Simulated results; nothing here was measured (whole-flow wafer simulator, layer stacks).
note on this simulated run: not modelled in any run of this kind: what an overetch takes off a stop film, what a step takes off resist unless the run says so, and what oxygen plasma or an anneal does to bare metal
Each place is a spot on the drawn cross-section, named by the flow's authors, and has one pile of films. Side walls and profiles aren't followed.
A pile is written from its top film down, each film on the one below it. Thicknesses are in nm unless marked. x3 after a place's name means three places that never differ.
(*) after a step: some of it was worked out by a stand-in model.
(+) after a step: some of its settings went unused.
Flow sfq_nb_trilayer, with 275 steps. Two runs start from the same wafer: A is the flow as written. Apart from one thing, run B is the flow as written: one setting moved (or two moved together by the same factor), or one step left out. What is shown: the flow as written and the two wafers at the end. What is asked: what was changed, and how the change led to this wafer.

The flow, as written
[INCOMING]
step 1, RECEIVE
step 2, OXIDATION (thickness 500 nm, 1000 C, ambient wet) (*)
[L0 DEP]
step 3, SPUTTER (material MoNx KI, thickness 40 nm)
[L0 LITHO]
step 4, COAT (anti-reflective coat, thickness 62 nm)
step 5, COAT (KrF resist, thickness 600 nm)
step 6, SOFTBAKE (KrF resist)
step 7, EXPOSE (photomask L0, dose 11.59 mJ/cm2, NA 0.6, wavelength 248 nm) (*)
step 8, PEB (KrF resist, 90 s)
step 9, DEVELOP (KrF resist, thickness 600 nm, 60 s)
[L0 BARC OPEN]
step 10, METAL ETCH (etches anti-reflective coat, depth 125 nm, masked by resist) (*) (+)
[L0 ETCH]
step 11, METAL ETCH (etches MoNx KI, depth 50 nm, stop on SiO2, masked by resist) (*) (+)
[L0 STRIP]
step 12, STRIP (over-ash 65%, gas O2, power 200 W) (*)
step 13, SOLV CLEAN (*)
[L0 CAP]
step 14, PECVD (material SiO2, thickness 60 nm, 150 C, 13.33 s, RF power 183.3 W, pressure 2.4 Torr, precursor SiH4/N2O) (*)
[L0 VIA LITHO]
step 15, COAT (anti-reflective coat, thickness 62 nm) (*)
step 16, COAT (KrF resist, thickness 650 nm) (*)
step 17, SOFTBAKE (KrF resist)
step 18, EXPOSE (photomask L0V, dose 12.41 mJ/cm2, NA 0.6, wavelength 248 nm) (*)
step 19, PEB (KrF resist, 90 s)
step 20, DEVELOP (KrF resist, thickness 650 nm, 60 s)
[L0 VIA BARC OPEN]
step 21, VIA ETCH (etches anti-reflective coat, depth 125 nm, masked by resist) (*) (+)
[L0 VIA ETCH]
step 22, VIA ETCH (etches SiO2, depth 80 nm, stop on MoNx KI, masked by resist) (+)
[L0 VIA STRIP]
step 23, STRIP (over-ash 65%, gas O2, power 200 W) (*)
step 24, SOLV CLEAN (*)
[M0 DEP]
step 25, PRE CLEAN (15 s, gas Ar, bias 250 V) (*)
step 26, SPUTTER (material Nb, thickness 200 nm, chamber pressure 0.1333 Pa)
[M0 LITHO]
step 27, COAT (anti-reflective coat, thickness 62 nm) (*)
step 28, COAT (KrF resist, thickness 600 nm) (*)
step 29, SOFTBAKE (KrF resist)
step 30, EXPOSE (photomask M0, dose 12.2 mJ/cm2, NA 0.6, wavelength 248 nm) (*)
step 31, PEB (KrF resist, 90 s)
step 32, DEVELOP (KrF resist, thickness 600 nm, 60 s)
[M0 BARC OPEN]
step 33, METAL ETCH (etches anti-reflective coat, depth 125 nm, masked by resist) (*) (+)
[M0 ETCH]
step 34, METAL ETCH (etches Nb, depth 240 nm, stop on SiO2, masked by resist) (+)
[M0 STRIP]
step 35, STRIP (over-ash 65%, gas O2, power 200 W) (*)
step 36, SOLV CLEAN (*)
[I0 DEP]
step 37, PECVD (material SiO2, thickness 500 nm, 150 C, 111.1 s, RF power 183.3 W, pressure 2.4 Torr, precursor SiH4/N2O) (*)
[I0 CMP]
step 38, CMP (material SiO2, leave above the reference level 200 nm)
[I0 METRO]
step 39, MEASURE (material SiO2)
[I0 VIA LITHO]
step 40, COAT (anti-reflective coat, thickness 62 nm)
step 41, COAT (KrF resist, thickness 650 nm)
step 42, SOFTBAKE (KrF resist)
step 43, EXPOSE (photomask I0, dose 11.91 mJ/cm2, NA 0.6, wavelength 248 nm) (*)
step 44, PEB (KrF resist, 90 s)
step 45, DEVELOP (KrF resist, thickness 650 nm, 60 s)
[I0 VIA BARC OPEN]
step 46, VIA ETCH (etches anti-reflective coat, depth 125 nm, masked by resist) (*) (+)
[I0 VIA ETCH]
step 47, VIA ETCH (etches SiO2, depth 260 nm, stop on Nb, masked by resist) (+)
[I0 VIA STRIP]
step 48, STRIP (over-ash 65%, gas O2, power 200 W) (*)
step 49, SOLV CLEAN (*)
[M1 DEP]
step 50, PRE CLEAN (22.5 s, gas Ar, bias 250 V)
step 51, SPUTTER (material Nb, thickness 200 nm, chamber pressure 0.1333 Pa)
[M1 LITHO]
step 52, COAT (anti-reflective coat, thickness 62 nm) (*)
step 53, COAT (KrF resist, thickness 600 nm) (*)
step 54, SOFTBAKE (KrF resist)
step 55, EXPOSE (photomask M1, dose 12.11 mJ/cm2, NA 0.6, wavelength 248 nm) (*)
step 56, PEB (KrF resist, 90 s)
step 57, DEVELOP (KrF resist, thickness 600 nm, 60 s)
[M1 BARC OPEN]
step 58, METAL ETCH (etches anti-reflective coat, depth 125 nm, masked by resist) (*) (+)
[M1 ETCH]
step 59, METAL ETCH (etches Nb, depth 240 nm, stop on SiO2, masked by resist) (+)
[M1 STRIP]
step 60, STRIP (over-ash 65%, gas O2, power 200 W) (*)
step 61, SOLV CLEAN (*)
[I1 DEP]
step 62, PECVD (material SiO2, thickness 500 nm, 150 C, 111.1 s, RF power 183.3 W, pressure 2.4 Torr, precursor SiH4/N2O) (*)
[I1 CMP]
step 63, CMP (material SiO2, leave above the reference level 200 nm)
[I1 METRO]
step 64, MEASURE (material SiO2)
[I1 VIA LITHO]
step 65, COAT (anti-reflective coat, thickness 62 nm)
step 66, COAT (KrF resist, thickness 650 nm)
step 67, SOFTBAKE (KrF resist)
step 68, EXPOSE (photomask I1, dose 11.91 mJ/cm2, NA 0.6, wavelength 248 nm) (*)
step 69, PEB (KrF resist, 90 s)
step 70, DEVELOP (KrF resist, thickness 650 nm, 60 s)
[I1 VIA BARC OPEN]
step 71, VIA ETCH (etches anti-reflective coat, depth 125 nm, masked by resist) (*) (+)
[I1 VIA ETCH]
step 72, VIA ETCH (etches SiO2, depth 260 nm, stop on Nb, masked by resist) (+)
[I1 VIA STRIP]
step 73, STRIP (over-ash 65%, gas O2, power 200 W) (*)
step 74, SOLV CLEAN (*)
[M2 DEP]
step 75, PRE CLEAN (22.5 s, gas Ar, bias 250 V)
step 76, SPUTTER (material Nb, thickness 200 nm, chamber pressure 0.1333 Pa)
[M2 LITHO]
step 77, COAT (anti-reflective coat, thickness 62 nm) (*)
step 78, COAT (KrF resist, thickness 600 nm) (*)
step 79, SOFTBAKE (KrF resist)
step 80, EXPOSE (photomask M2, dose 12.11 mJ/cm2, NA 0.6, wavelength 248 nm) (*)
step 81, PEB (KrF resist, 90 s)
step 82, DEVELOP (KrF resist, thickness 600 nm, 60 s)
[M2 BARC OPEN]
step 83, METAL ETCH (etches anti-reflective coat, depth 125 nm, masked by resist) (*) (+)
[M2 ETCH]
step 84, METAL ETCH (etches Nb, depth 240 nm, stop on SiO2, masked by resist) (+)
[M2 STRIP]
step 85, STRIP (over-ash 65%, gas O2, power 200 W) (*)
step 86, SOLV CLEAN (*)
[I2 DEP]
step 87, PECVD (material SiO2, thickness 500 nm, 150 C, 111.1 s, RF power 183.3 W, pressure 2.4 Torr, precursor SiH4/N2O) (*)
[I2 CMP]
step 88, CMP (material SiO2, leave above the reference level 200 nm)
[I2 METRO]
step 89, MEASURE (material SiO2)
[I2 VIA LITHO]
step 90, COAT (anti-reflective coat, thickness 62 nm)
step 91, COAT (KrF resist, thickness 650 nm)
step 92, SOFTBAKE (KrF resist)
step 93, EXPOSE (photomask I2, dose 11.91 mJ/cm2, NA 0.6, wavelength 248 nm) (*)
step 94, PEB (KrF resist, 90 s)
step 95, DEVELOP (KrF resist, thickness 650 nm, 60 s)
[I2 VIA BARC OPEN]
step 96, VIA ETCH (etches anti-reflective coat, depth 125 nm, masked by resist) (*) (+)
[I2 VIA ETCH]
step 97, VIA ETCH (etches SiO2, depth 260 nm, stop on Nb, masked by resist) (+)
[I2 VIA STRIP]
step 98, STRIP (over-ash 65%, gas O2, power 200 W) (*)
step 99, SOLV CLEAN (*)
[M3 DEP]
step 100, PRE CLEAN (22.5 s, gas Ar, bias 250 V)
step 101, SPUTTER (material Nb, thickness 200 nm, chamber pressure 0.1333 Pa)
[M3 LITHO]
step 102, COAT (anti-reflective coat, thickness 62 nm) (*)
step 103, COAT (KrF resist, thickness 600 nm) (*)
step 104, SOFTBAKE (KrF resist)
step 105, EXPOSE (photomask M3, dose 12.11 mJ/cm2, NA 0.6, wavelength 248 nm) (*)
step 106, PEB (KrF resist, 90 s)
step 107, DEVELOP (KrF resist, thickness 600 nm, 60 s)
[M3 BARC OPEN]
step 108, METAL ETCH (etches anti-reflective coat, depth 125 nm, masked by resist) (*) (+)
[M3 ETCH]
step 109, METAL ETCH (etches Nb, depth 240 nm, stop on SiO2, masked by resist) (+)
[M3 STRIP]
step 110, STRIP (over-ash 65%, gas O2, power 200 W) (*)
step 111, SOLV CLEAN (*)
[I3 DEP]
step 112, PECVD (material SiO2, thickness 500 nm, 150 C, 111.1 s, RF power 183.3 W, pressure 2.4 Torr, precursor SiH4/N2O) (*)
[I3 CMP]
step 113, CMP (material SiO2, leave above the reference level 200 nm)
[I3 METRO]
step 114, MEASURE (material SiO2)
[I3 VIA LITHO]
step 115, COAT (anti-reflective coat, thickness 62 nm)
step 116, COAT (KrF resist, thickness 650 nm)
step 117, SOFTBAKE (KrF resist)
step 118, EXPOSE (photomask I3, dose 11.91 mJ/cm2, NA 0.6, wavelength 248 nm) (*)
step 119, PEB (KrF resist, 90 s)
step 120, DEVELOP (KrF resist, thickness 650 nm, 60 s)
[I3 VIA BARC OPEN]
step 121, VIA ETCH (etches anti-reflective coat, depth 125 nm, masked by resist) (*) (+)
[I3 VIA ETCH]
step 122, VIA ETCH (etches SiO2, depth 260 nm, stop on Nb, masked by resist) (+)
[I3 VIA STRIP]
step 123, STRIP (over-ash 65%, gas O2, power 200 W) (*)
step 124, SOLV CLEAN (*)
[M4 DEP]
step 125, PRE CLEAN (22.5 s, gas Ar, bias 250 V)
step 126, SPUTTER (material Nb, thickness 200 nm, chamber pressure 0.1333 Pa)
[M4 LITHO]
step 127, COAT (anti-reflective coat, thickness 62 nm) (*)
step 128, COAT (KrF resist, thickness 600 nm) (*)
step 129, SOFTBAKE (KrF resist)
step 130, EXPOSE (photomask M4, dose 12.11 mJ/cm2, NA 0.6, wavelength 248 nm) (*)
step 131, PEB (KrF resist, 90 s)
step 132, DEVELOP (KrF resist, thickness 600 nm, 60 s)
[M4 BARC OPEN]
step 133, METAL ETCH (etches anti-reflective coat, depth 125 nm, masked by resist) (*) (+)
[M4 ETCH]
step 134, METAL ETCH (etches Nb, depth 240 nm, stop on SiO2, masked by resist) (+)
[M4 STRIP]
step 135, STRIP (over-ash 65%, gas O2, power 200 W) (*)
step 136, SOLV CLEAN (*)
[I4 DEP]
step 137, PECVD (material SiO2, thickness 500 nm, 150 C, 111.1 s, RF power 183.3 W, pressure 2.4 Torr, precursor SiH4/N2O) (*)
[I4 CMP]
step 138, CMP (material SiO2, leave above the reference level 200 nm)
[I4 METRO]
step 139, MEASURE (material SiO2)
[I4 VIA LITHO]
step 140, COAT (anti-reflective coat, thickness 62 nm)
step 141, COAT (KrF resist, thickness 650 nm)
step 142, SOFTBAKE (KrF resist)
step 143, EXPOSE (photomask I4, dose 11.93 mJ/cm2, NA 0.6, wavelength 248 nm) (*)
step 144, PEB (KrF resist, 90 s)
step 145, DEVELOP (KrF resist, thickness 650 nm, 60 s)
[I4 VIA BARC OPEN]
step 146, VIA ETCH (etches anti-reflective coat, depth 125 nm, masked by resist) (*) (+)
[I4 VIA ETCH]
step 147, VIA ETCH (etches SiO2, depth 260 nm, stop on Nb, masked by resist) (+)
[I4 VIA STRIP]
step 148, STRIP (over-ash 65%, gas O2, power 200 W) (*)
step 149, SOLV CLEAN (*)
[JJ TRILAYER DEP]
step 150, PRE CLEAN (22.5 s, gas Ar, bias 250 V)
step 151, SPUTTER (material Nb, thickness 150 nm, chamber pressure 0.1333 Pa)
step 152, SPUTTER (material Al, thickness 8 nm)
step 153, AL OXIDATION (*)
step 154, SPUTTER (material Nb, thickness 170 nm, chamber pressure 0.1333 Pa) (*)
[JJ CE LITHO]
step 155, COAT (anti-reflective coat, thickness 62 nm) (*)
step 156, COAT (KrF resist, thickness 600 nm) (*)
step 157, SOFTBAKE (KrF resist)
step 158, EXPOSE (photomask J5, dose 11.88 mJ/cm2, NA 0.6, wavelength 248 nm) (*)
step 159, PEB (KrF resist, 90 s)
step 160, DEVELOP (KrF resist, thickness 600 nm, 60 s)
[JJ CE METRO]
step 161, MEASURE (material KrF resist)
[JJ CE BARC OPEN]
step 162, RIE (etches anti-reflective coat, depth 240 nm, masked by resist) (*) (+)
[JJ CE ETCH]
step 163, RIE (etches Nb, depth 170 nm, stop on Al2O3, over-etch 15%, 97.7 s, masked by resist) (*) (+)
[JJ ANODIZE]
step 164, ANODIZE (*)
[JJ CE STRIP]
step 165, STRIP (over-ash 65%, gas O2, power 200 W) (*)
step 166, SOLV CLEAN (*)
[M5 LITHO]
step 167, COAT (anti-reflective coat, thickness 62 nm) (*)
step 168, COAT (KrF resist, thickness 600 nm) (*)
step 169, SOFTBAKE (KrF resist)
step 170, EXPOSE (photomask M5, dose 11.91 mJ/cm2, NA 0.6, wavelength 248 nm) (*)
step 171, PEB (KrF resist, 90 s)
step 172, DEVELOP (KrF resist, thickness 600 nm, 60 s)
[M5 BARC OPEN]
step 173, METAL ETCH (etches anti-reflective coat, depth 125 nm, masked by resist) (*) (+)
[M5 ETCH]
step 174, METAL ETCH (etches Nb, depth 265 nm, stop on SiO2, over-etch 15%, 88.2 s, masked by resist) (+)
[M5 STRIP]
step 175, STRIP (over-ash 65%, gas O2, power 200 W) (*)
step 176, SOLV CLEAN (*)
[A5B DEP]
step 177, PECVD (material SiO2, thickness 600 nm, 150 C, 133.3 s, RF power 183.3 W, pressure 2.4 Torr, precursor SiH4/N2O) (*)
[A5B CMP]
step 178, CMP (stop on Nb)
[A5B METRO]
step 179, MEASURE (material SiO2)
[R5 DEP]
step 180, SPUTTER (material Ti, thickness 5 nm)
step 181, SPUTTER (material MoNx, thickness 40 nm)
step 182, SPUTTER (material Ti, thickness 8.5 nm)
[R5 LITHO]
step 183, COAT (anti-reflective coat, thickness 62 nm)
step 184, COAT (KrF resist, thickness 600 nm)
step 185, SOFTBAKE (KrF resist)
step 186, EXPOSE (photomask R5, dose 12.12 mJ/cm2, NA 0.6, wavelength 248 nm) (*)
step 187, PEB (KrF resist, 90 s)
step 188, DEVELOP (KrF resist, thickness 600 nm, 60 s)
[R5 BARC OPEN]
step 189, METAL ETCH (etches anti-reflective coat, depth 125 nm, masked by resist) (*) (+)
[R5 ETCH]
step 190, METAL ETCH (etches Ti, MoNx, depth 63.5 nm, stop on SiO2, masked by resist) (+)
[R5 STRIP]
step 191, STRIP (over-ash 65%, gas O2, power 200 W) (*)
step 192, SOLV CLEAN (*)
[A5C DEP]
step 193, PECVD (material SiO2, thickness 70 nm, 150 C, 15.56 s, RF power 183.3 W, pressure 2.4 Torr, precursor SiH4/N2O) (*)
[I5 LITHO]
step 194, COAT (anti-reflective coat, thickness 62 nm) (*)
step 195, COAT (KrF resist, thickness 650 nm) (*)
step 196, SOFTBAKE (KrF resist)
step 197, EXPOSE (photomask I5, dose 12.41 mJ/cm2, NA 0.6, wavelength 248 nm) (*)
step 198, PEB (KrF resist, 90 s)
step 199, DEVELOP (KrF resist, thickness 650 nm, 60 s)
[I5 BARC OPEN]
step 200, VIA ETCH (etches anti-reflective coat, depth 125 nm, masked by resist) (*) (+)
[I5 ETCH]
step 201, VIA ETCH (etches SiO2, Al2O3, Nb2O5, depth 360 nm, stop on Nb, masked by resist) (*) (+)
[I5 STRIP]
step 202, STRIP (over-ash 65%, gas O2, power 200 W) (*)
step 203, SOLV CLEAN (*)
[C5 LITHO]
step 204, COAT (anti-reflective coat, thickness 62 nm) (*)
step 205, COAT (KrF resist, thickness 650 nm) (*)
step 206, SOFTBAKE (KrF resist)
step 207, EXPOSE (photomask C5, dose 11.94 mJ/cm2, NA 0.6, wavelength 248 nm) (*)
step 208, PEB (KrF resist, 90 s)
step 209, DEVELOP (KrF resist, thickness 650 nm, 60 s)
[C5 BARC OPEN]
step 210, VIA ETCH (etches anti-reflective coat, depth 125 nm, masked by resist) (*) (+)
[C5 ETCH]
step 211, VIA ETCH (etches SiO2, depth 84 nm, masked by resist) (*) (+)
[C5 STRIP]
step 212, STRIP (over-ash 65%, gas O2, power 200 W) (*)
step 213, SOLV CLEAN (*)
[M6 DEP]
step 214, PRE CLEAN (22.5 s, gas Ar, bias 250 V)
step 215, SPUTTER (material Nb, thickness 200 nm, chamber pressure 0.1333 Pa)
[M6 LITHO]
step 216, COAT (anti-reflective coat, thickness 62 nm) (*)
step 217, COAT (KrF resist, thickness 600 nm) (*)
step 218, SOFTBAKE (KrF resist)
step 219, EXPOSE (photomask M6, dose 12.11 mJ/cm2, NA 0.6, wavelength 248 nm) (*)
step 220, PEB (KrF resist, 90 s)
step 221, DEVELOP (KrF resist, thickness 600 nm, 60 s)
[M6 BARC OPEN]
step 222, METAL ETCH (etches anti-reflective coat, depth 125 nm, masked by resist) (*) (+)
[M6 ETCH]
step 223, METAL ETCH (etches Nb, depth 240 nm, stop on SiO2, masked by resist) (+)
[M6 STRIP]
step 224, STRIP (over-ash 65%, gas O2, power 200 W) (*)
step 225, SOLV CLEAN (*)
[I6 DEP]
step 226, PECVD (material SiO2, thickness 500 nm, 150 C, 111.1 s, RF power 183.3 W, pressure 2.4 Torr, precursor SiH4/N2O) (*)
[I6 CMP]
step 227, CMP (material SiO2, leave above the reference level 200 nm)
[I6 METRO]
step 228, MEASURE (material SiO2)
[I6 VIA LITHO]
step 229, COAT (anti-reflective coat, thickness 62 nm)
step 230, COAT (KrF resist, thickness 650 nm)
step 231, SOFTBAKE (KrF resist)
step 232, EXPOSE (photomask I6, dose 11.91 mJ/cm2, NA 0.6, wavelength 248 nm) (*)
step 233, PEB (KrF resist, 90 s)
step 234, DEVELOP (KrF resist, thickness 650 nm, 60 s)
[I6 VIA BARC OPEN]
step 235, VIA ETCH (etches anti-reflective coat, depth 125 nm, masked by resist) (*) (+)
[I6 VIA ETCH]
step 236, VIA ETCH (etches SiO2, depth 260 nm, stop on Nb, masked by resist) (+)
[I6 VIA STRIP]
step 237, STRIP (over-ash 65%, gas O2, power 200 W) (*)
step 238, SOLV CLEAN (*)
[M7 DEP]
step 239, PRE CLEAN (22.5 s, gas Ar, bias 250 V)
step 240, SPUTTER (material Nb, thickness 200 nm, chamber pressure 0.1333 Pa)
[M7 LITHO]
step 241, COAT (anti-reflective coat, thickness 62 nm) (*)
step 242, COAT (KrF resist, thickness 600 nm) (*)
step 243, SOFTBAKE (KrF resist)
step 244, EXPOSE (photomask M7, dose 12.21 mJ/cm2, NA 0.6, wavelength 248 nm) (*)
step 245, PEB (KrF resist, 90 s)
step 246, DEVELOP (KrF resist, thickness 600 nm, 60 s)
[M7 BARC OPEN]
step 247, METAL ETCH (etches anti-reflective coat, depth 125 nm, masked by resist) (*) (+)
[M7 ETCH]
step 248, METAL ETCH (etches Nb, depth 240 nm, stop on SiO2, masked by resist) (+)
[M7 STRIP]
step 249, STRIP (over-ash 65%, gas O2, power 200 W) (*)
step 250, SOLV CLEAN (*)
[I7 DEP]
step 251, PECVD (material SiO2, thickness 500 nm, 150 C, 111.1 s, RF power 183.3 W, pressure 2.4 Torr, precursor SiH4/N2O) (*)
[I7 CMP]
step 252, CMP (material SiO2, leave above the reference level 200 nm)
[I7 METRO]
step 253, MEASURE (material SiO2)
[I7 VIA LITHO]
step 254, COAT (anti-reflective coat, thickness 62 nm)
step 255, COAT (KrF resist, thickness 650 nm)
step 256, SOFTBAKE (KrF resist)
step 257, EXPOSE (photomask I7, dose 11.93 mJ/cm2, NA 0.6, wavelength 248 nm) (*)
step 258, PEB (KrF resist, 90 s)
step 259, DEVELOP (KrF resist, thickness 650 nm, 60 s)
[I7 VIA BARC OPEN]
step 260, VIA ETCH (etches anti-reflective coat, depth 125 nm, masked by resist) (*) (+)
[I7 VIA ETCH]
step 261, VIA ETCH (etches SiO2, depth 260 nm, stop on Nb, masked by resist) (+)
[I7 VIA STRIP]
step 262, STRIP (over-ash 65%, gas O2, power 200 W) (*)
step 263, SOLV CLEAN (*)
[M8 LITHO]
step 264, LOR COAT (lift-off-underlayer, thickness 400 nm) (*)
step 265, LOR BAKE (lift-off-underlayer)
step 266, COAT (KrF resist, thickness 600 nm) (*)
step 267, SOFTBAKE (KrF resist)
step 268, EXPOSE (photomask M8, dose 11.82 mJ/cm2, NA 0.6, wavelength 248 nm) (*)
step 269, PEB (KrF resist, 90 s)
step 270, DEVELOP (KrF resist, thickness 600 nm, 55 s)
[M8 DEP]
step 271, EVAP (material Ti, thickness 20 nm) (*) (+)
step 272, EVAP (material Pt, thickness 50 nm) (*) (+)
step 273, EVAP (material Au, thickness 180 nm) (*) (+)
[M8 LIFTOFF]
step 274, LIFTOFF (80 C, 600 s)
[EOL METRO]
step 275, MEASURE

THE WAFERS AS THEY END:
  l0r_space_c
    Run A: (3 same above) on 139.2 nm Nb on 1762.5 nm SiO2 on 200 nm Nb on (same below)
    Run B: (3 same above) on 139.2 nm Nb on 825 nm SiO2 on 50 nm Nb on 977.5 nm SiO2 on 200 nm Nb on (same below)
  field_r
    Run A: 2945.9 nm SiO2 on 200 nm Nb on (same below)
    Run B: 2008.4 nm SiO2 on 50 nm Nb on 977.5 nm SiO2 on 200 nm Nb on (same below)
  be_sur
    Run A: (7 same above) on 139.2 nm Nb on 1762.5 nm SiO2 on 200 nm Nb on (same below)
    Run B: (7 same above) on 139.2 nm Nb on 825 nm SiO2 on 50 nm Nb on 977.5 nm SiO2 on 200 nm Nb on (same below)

What caused this: step 101, SPUTTER: thickness 290 nm was run, whereas the flow has thickness 200 nm.

The path from the change to this, step by step:
  step 101, SPUTTER (material Nb, thickness 200 nm, chamber pressure 0.1333 Pa)
      field_l, v_sur, via_wl and 102 more: A +200 Nb (new film) | B +290 Nb (new film)
      via_w: A +165.5 Nb | B +241.3 Nb
  step 102, COAT (anti-reflective coat, thickness 62 nm) (*)
      via_wl, via_wr: A +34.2 anti-reflective coat (new film) | B +33.4 anti-reflective coat (new film)
  step 109, METAL ETCH (etches Nb, depth 240 nm, stop on SiO2, masked by resist) (+)
      field_l, be, be_sur and 72 more: A -200 Nb (all of it) | B -240 Nb
  step 110, STRIP (over-ash 65%, gas O2, power 200 W) (*)
      via_wl, via_wr: A -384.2 KrF resist (all of it), -34.2 anti-reflective coat (all of it) | B -383.3 KrF resist (all of it), -33.4 anti-reflective coat (all of it)
  step 112, PECVD (material SiO2, thickness 500 nm, 150 C, 111.1 s, RF power 183.3 W, pressure 2.4 Torr, precursor SiH4/N2O) (*)
      field_l, be, be_sur and 64 more: A +500 SiO2 | B +500 SiO2 (new film)
      p4_g1, p4_g2, p3_s0, p3_s1, p3_s2, p3_s3, p3_s4, p3_s5: A +557.1 SiO2 | B +597.1 SiO2 (new film)
  step 113, CMP (material SiO2, leave above the reference level 200 nm)
      field_l, be, be_sur and 64 more: A -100 SiO2 | B -60 SiO2
      via_w: A -181.6 SiO2 | B -157.1 SiO2
If metal films that touch count as one body, l0r_space_c has 3 bodies (between them, from the top down: SiO2 825; SiO2 977.5); the flow as written gives 2 bodies (between them, from the top down: SiO2 1762.5).
If metal films that touch count as one body, field_r has 2 bodies (between them, from the top down: SiO2 977.5); the flow as written gives 1 body.
If metal films that touch count as one body, be_sur has 5 bodies (between them, from the top down: SiO2 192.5; SiO2 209 / Al2O3 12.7 / Nb2O5 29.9; SiO2 825; SiO2 977.5); the flow as written gives 4 bodies (between them, from the top down: SiO2 192.5; SiO2 209 / Al2O3 12.7 / Nb2O5 29.9; SiO2 1762.5).
